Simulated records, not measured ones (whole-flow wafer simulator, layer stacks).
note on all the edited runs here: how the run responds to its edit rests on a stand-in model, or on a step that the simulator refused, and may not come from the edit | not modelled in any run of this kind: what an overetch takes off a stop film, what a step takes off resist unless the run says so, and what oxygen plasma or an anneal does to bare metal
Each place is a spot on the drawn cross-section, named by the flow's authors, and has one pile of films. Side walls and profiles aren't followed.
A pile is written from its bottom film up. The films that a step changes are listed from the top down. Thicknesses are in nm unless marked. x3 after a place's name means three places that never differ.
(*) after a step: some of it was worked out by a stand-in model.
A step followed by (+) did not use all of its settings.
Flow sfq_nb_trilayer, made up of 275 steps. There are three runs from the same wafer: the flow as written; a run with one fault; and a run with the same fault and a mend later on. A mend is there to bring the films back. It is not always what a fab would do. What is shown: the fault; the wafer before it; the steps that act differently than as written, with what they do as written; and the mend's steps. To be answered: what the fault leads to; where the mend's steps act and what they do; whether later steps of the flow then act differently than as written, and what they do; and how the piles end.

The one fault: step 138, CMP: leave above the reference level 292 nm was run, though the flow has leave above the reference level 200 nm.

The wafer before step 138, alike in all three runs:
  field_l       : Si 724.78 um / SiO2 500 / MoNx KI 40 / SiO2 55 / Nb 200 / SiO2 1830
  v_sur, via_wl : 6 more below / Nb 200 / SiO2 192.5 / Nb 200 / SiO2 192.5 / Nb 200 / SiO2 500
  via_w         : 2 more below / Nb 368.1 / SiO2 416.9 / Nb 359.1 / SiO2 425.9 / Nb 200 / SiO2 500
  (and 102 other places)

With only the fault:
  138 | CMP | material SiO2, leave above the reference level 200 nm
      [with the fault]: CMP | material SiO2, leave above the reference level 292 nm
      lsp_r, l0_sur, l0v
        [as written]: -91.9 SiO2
        [with the fault]: nothing
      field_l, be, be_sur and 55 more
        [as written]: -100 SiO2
        [with the fault]: -8 SiO2
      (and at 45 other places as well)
  Later steps of the flow acting differently than as written (7 other steps are not shown; they differ only slightly, by no more than 2% or 0.5 nm, whichever is larger):
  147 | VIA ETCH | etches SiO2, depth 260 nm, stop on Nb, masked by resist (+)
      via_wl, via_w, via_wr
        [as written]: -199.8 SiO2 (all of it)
        [with the fault]: -260 SiO2
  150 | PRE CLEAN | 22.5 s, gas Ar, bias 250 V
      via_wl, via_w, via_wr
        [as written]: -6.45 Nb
        [with the fault]: -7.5 SiO2
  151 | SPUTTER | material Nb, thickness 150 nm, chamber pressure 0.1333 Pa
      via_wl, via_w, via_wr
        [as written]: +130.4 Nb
        [with the fault]: +123.3 Nb (new film)
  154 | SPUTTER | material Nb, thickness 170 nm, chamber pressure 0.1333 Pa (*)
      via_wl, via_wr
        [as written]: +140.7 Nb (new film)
        [with the fault]: +103.1 Nb (new film)
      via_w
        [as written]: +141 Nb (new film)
        [with the fault]: +136 Nb (new film)
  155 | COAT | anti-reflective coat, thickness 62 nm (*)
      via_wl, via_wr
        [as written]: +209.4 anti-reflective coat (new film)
        [with the fault]: +321.3 anti-reflective coat (new film)
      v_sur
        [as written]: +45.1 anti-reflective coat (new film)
        [with the fault]: +42.8 anti-reflective coat (new film)
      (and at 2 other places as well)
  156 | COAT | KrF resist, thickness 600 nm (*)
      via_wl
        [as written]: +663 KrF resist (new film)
        [with the fault]: +648.6 KrF resist (new film)
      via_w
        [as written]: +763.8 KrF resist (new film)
        [with the fault]: +811.1 KrF resist (new film)
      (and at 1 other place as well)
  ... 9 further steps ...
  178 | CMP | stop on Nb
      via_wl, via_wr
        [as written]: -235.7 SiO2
        [with the fault]: -227.2 SiO2
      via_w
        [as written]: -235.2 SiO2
        [with the fault]: -227.2 SiO2
  The piles end different from the flow's at field_l, v_sur, via_wl and 103 more by more than 2% or 0.5 nm, whichever is larger.
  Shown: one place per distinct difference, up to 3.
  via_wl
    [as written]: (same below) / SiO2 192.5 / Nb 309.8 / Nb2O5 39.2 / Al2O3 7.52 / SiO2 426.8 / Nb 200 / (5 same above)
    [with the fault]: (same below) / SiO2 192.5 / Nb 200 / SiO2 24.3 / Nb 123.3 / Al 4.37 / Al2O3 0.96 / Nb2O5 52.6 / SiO2 469.8 / Nb 200 / (5 same above)
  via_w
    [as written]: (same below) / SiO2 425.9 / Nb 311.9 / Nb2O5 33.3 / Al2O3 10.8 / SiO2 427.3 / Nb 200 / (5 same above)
    [with the fault]: (same below) / SiO2 425.9 / Nb 200 / SiO2 24.3 / Nb 110.8 / Nb2O5 34.7 / Al2O3 10.1 / SiO2 495.5 / Nb 200 / (5 same above)
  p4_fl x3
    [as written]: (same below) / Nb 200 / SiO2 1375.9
    [with the fault]: (same below) / Nb 200 / SiO2 1467.9

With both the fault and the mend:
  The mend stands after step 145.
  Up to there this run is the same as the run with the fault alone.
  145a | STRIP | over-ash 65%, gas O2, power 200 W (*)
      field_l, v_sur, via_sp and 100 more
        -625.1 KrF resist (all of it), -62 anti-reflective coat (all of it)
      via_wl, via_w, via_wr
        -62 anti-reflective coat (all of it)
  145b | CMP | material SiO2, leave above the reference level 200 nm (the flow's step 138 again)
      field_l, v_sur, via_wl and 100 more
        -92 SiO2
      lsp_r, l0_sur, l0v
        -91.9 SiO2
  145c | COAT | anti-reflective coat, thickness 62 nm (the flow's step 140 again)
      field_l, v_sur, via_wl and 103 more
        +62 anti-reflective coat (new film)
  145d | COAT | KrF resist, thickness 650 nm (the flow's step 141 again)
      field_l, v_sur, via_wl and 103 more
        +650 KrF resist (new film)
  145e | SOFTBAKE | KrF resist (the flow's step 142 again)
      leaves every film unchanged at each place that is followed
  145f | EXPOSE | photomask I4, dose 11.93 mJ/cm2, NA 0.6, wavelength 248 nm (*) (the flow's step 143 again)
      leaves every film unchanged at each place that is followed
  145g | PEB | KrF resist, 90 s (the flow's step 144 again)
      field_l, v_sur, via_wl and 103 more
        -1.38 KrF resist
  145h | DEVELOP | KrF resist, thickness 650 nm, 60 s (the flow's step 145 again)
      field_l, v_sur, via_sp and 100 more
        -23.5 KrF resist
      via_wl, via_w, via_wr
        -648.6 KrF resist (all of it)
  Every later step of the flow that is run acts as written at every place that is followed.
  By the end, the piles equal the flow's at every place that both follow.
